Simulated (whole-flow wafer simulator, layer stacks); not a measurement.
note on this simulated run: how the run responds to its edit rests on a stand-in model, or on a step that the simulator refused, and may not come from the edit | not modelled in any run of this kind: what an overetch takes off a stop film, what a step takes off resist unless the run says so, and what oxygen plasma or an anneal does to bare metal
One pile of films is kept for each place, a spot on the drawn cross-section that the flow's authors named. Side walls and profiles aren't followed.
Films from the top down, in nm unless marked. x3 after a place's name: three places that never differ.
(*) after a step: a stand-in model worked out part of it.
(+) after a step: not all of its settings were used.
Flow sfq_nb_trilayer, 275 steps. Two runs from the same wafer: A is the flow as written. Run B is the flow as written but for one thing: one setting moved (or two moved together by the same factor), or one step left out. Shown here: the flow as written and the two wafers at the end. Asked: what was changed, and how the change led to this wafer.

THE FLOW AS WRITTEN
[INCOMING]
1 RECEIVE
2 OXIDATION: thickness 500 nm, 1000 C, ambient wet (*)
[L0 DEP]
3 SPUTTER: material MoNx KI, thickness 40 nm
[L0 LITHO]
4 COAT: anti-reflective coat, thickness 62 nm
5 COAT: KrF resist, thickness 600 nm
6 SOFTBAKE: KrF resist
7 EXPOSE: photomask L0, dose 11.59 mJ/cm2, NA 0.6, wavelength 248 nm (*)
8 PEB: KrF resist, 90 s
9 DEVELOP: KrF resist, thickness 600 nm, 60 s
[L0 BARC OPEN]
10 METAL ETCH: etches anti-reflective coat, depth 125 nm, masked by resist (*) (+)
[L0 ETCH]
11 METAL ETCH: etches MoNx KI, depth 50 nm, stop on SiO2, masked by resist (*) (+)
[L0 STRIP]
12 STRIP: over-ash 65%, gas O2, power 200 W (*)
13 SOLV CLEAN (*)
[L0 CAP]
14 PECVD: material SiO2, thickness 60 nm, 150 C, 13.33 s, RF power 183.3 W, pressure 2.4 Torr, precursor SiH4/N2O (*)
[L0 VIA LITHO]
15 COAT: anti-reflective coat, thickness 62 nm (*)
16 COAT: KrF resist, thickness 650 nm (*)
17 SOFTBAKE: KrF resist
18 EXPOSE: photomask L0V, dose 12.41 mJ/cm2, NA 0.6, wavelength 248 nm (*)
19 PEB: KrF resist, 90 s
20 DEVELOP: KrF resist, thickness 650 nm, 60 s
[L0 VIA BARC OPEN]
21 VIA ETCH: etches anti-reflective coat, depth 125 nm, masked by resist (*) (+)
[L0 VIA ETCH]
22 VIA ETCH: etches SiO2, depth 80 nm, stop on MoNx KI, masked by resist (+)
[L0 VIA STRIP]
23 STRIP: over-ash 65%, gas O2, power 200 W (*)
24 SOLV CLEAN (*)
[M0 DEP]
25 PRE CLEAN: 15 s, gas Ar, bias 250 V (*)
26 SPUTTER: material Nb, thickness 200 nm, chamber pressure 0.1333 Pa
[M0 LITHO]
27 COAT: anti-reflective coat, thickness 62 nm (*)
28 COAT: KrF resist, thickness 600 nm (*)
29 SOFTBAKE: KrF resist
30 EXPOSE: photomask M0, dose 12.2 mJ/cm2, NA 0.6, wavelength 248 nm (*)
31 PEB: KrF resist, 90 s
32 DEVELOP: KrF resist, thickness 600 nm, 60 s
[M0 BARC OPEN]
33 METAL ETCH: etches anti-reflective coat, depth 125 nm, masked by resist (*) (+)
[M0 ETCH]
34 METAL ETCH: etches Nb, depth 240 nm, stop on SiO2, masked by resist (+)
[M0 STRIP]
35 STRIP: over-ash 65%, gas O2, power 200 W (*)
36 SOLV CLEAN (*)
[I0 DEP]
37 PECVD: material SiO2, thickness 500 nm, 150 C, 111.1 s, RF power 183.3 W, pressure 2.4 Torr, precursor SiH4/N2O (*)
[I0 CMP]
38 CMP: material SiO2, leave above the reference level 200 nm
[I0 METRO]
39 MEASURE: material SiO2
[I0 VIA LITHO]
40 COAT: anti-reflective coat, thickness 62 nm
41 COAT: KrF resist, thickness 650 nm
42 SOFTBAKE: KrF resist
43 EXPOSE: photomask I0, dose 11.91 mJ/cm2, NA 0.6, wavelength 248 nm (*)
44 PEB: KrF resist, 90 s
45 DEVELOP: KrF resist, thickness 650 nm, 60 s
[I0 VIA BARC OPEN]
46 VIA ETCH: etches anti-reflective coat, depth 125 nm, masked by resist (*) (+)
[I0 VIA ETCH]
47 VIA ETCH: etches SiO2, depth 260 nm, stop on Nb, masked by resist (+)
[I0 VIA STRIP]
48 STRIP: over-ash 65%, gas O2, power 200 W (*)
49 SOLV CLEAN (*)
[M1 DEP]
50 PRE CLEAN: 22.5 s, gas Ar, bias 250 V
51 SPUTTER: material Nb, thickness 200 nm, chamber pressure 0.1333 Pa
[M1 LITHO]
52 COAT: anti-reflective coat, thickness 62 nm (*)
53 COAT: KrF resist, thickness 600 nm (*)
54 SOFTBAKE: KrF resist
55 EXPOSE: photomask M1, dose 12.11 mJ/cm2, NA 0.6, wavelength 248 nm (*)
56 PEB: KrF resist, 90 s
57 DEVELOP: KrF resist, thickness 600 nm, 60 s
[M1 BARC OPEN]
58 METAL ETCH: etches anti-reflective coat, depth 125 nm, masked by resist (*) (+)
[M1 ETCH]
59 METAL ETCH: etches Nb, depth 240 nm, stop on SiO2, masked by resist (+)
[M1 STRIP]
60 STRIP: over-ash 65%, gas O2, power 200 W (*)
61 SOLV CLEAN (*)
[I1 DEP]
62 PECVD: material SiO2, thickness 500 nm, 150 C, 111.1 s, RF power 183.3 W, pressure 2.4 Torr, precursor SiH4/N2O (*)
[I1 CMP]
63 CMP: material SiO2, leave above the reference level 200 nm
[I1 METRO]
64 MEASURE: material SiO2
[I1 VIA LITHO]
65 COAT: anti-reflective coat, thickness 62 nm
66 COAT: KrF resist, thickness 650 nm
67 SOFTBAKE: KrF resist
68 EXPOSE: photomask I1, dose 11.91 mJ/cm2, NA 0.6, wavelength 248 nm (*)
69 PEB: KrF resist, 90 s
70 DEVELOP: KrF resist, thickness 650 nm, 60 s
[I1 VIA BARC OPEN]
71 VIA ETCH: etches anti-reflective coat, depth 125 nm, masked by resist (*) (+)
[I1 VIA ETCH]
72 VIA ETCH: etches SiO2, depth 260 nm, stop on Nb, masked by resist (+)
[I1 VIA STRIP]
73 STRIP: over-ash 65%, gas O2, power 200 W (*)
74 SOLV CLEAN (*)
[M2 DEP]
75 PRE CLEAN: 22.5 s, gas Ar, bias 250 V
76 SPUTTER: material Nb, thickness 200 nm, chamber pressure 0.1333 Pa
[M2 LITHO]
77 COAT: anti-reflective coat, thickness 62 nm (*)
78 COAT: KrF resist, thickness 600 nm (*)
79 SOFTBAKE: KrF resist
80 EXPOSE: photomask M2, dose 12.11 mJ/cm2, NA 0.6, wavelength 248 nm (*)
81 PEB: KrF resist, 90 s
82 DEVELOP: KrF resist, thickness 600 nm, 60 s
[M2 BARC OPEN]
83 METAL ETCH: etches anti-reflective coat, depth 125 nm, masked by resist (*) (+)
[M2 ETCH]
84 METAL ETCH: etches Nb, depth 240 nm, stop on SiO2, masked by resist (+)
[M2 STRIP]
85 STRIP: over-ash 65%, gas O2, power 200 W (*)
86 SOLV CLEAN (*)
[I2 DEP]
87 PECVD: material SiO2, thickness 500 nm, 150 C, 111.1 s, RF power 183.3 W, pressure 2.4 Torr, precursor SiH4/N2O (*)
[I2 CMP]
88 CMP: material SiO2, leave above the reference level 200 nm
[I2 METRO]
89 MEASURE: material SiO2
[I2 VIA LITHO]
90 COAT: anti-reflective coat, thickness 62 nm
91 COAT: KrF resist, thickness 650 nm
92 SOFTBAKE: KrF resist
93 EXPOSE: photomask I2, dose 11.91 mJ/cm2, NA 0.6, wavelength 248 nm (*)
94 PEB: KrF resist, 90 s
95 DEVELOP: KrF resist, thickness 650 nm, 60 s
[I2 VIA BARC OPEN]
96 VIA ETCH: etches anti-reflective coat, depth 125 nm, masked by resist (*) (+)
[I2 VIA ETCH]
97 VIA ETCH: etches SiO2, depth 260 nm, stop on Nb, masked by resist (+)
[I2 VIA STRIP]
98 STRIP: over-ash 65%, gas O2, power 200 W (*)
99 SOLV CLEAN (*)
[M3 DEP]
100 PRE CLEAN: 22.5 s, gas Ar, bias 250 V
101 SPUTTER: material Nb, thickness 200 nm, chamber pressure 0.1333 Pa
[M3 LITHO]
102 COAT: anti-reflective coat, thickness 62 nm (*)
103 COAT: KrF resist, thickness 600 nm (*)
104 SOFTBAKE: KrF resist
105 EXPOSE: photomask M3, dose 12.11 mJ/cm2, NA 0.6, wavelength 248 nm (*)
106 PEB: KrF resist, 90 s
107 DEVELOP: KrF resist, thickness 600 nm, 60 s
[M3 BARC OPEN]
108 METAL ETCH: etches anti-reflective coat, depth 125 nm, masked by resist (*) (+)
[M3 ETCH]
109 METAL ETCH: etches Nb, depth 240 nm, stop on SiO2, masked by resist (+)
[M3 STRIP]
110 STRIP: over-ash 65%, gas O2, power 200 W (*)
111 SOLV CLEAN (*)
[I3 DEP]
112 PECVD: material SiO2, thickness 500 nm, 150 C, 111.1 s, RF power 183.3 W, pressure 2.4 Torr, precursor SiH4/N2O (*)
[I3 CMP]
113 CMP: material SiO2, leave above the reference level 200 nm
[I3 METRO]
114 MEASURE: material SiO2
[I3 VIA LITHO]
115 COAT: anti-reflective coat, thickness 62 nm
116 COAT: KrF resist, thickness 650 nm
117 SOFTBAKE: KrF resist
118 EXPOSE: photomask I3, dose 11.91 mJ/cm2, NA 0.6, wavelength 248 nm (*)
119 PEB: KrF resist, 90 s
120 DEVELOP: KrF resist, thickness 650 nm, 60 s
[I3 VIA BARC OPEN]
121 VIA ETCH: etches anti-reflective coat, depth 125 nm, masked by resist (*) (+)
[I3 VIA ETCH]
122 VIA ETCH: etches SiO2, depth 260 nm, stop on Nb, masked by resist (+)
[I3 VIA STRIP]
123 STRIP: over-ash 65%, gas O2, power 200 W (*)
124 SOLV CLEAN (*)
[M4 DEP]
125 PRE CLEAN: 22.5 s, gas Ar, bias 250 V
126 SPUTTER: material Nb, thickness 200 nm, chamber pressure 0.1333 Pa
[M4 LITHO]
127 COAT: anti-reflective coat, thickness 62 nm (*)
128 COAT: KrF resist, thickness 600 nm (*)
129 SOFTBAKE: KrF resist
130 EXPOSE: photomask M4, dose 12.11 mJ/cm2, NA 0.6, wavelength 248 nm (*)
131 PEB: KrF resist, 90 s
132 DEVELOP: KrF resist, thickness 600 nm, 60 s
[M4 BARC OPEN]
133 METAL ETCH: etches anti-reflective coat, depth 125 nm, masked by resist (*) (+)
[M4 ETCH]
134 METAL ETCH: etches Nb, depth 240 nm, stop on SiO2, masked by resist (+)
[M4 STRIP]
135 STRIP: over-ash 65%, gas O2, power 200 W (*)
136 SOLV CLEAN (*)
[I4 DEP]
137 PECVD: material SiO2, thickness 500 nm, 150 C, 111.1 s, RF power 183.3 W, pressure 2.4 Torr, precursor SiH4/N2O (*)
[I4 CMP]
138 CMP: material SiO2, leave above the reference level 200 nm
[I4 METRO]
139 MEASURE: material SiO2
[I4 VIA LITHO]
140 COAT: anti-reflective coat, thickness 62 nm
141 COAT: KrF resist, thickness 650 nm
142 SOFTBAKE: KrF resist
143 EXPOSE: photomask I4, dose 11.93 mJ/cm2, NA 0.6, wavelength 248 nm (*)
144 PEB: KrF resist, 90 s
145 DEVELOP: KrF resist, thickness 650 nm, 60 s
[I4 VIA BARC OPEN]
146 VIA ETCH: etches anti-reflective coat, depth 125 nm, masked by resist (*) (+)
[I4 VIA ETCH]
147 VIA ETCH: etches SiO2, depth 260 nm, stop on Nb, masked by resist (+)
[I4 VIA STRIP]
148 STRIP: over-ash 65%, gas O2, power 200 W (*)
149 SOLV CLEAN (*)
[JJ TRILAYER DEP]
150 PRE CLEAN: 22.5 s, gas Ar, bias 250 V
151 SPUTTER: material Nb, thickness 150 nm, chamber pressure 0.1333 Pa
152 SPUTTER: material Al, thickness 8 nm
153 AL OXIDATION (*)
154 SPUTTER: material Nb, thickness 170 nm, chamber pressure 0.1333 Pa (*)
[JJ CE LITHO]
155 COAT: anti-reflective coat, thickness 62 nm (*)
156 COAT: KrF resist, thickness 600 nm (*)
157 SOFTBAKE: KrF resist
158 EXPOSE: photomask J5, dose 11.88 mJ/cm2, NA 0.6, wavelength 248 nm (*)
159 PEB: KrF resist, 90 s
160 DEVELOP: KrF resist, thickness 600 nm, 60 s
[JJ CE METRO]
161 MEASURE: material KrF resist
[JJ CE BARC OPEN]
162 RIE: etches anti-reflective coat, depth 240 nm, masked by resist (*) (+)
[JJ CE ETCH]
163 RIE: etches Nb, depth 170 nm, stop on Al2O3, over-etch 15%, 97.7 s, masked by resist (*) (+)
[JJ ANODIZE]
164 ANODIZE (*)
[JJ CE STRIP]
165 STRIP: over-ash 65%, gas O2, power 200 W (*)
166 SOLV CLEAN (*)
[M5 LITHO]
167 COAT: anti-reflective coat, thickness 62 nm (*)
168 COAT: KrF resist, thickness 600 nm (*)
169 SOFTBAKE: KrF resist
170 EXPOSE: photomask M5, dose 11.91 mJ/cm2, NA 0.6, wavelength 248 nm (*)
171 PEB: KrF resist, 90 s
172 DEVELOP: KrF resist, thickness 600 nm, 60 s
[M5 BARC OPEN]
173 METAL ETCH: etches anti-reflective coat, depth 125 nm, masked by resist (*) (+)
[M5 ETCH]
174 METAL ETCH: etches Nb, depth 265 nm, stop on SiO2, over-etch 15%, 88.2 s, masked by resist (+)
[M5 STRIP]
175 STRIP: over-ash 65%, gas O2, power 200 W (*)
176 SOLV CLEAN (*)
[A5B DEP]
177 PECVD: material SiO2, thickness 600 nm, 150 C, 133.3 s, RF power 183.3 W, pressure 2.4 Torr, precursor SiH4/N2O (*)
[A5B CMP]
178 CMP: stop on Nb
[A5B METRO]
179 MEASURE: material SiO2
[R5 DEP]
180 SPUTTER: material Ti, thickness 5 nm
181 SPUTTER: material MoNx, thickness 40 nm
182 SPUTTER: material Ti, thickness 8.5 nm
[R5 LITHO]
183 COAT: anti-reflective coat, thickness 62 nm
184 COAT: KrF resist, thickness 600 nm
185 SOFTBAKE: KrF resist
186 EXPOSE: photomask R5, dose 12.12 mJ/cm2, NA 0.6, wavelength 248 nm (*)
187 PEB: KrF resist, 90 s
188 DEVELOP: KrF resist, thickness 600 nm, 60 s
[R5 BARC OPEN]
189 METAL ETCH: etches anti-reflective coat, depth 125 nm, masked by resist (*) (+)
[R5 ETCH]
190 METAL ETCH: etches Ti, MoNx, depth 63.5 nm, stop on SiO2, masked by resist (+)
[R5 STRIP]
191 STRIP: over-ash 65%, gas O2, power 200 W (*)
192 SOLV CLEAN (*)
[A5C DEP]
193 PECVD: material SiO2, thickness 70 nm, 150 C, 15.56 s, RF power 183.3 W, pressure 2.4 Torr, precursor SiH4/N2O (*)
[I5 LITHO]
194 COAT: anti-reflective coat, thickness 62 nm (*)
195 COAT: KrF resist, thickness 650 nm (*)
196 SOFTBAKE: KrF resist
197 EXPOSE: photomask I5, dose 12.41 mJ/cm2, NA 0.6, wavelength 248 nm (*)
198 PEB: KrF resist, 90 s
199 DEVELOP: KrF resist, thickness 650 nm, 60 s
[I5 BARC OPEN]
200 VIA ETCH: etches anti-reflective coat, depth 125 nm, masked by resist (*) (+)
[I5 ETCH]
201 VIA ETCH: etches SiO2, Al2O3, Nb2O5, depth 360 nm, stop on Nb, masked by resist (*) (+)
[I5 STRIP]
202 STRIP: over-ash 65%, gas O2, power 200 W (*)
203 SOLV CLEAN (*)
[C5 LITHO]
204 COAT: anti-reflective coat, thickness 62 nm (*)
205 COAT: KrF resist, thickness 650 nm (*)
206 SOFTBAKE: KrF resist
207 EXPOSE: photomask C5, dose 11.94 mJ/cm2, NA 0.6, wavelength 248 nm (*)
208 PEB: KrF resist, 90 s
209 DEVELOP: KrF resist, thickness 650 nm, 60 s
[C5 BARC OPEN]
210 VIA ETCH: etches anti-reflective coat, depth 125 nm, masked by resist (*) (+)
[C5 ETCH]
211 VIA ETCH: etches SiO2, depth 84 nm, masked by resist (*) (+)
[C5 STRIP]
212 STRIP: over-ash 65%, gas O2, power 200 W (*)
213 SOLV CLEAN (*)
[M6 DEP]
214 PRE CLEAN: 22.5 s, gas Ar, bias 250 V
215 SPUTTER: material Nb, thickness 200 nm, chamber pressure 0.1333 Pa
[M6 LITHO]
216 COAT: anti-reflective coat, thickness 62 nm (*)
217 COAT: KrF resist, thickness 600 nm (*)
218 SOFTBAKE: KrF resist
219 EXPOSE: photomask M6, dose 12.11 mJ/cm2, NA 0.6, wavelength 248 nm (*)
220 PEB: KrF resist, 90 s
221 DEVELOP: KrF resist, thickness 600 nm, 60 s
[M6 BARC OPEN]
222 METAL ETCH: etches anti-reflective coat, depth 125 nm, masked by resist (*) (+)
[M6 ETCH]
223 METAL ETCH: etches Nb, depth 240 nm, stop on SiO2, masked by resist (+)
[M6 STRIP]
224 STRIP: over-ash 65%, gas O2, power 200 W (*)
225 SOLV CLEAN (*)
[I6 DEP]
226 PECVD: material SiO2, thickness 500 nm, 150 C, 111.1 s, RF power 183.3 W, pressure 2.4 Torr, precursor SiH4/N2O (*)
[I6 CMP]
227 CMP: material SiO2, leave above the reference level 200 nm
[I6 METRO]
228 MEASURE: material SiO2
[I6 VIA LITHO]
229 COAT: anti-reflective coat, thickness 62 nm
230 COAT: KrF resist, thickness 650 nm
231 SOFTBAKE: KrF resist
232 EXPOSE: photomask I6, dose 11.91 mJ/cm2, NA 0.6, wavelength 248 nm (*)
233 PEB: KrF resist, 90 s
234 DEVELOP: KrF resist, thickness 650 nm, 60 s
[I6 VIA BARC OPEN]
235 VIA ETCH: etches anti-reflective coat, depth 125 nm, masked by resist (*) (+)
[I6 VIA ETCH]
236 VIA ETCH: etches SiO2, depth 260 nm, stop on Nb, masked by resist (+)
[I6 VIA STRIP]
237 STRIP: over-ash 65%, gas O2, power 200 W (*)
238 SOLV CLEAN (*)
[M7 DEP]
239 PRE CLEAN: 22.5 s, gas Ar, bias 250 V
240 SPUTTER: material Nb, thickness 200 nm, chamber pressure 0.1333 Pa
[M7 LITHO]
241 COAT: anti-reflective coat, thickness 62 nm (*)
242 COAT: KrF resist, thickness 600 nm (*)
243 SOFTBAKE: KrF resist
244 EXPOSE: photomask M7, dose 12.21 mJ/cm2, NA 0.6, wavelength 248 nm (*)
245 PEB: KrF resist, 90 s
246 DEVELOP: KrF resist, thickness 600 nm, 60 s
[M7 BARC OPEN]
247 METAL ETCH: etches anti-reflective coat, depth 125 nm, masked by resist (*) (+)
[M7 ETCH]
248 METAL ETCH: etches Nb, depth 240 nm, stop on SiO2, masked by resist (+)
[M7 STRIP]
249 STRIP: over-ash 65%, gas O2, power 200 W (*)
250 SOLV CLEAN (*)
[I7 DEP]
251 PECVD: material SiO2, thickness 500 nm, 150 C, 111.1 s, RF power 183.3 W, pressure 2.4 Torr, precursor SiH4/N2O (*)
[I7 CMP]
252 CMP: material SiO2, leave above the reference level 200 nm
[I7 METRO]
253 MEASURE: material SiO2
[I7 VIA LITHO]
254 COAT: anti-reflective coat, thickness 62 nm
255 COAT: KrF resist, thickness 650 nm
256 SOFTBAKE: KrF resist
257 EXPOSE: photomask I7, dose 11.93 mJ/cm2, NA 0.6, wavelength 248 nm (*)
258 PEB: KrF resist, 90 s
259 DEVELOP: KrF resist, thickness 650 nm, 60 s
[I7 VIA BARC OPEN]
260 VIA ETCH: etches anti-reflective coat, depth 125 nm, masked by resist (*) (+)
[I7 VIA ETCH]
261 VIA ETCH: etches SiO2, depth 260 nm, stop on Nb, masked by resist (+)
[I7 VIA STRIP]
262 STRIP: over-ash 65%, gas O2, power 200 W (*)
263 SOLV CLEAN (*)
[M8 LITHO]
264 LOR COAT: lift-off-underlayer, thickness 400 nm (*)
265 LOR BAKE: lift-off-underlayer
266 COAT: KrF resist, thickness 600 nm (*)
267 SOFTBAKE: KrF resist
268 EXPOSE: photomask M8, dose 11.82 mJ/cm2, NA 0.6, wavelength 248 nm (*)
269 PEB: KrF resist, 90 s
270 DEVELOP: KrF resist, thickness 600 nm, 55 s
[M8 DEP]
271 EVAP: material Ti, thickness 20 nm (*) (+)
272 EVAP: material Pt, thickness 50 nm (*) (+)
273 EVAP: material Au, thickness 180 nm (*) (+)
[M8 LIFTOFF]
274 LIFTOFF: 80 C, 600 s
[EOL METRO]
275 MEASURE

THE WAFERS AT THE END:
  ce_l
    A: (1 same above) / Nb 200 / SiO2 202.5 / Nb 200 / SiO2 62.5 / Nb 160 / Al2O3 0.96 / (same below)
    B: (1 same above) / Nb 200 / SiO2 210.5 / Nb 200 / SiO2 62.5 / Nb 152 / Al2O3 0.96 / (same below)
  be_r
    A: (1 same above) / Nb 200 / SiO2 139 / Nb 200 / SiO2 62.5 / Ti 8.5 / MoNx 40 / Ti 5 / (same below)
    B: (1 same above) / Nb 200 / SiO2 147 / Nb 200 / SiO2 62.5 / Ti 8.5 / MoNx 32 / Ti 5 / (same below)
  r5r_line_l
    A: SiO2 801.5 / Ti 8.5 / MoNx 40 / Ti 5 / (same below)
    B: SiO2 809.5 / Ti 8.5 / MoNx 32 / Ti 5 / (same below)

The cause: step 181, SPUTTER: thickness 32 nm was run, where the flow has thickness 40 nm.
It can be read off the wafer: be_r has MoNx 32, and step 181 as written asks for 40 nm.

How the change led to this, step by step:
  181 SPUTTER: material MoNx, thickness 40 nm
      field_l, v_sur, via_wl and 103 more: A MoNx +40 (new film) | B MoNx +32 (new film)
  190 METAL ETCH: etches Ti, MoNx, depth 63.5 nm, stop on SiO2, masked by resist (+)
      field_l, v_sur, via_wl and 92 more: A Ti -8.5 (all of it), MoNx -40 (all of it), Ti -5 (all of it) | B Ti -8.5 (all of it), MoNx -32 (all of it), Ti -5 (all of it)
      ce_l, c5j, ce_r, wl_jj: A Ti -8.5 (all of it), MoNx -40 (all of it), Ti -5 (all of it), Nb -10 | B Ti -8.5 (all of it), MoNx -32 (all of it), Ti -5 (all of it), Nb -18
  194 COAT: anti-reflective coat, thickness 62 nm (*)
      wl_j_sl, wl_j_sr: A anti-reflective coat +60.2 (new film) | B anti-reflective coat +58.7 (new film)
      r5r_spacepad_l, r5r_spacepad_r: A anti-reflective coat +84.4 (new film) | B anti-reflective coat +80.9 (new film)
      (and at 11 more places)
  202 STRIP: over-ash 65%, gas O2, power 200 W (*)
      wl_j_sl, wl_j_sr: A KrF resist -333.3 (all of it), anti-reflective coat -60.2 (all of it) | B KrF resist -333.5 (all of it), anti-reflective coat -58.7 (all of it)
      r5r_spacepad_l, r5r_spacepad_r: A KrF resist -335.6 (all of it), anti-reflective coat -84.4 (all of it) | B KrF resist -335.3 (all of it), anti-reflective coat -80.9 (all of it)
      (and at 11 more places)
  204 COAT: anti-reflective coat, thickness 62 nm (*)
      wl_j_sl, wl_j_sr: A anti-reflective coat +60.2 (new film) | B anti-reflective coat +58.7 (new film)
      r5r_spacepad_l, r5r_spacepad_r: A anti-reflective coat +84.4 (new film) | B anti-reflective coat +80.9 (new film)
      (and at 11 more places)
  210 VIA ETCH: etches anti-reflective coat, depth 125 nm, masked by resist (*) (+)
      c5j: A anti-reflective coat -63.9 (all of it), SiO2 -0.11 | B anti-reflective coat -66.1 (all of it), SiO2 -0.1
  212 STRIP: over-ash 65%, gas O2, power 200 W (*)
      wl_j_sl, wl_j_sr: A KrF resist -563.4 (all of it), anti-reflective coat -60.2 (all of it) | B KrF resist -563 (all of it), anti-reflective coat -58.7 (all of it)
      r5r_spacepad_l, r5r_spacepad_r: A KrF resist -565.8 (all of it), anti-reflective coat -84.4 (all of it) | B KrF resist -564.8 (all of it), anti-reflective coat -80.9 (all of it)
      (and at 10 more places)
  216 COAT: anti-reflective coat, thickness 62 nm (*)
      wl_j_sl, wl_j_sr: A anti-reflective coat +60.2 (new film) | B anti-reflective coat +58.8 (new film)
      r5r_spacepad_l, r5r_spacepad_r: A anti-reflective coat +85.7 (new film) | B anti-reflective coat +81.8 (new film)
      (and at 12 more places)
  222 METAL ETCH: etches anti-reflective coat, depth 125 nm, masked by resist (*) (+)
      r5r_spacepad_l, r5r_spacepad_r: A anti-reflective coat -85.7 (all of it) | B anti-reflective coat -81.8 (all of it)
      r5r_line_c, r5r_line_r: A anti-reflective coat -50 (all of it) | B anti-reflective coat -51.3 (all of it)
      (and at 2 more places)
  224 STRIP: over-ash 65%, gas O2, power 200 W (*)
      wl_j_sl, wl_j_sr: A KrF resist -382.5 (all of it), anti-reflective coat -60.2 (all of it) | B KrF resist -382.6 (all of it), anti-reflective coat -58.8 (all of it)
      jj_sur: A KrF resist -378.5 (all of it), anti-reflective coat -56.1 (all of it) | B KrF resist -378 (all of it), anti-reflective coat -54.7 (all of it)
      (and at 7 more places)
  227 CMP: material SiO2, leave above the reference level 200 nm
      ce_l, ce_r, wl_jj: A SiO2 -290 | B SiO2 -282
      be_r, r_sur, r_end: A SiO2 -353.5 | B SiO2 -345.5
      (and at 7 more places)
